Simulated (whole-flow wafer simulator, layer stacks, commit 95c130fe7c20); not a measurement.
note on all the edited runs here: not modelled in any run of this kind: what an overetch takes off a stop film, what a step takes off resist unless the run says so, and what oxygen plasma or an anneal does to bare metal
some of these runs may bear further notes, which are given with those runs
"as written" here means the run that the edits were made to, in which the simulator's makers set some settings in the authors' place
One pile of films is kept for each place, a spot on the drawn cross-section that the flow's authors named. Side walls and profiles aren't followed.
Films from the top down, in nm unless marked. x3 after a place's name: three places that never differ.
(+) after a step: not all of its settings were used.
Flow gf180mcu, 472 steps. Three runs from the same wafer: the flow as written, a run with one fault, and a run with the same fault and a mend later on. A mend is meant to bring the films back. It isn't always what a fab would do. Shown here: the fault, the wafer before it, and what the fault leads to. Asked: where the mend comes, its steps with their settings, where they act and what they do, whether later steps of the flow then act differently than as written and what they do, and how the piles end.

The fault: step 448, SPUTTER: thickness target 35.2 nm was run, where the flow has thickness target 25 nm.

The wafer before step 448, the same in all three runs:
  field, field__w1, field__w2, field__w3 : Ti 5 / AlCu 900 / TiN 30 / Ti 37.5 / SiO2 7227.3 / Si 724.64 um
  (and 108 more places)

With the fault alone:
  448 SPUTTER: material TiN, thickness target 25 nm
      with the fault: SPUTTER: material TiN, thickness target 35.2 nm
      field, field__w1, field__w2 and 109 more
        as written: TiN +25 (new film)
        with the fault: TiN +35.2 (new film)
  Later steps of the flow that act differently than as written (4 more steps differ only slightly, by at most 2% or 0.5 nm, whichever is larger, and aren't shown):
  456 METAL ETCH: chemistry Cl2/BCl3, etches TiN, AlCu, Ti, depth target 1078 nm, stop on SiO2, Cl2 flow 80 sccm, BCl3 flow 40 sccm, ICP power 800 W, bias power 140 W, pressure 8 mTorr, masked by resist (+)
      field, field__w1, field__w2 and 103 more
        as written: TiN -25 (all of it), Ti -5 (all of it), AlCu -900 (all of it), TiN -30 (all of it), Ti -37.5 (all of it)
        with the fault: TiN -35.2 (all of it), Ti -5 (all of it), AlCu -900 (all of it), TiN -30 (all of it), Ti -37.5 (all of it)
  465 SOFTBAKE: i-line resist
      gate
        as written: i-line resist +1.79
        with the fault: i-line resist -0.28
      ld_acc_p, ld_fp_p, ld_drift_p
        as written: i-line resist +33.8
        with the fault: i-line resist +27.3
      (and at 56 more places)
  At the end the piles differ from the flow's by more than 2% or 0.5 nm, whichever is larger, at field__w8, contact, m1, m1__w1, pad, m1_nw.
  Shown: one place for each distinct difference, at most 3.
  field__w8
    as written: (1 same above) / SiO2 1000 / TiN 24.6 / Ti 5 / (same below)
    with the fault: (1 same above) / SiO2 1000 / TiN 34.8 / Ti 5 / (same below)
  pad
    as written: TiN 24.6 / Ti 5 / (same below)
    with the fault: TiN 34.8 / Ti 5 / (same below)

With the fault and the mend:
  The mend comes after step 448.
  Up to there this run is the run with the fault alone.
  448a METAL ETCH: chemistry Cl2/BCl3, etches TiN, AlCu, Ti, depth target 10.2 nm, Cl2 flow 80 sccm, BCl3 flow 40 sccm, ICP power 800 W, bias power 140 W, pressure 8 mTorr (the flow's step 260 once more, with other settings)
      field, field__w1, field__w2 and 109 more
        TiN -10.2
  No later step of the flow acts differently than as written at any place that is followed.
  At the end the piles are the same as the flow's at every place that both follow.
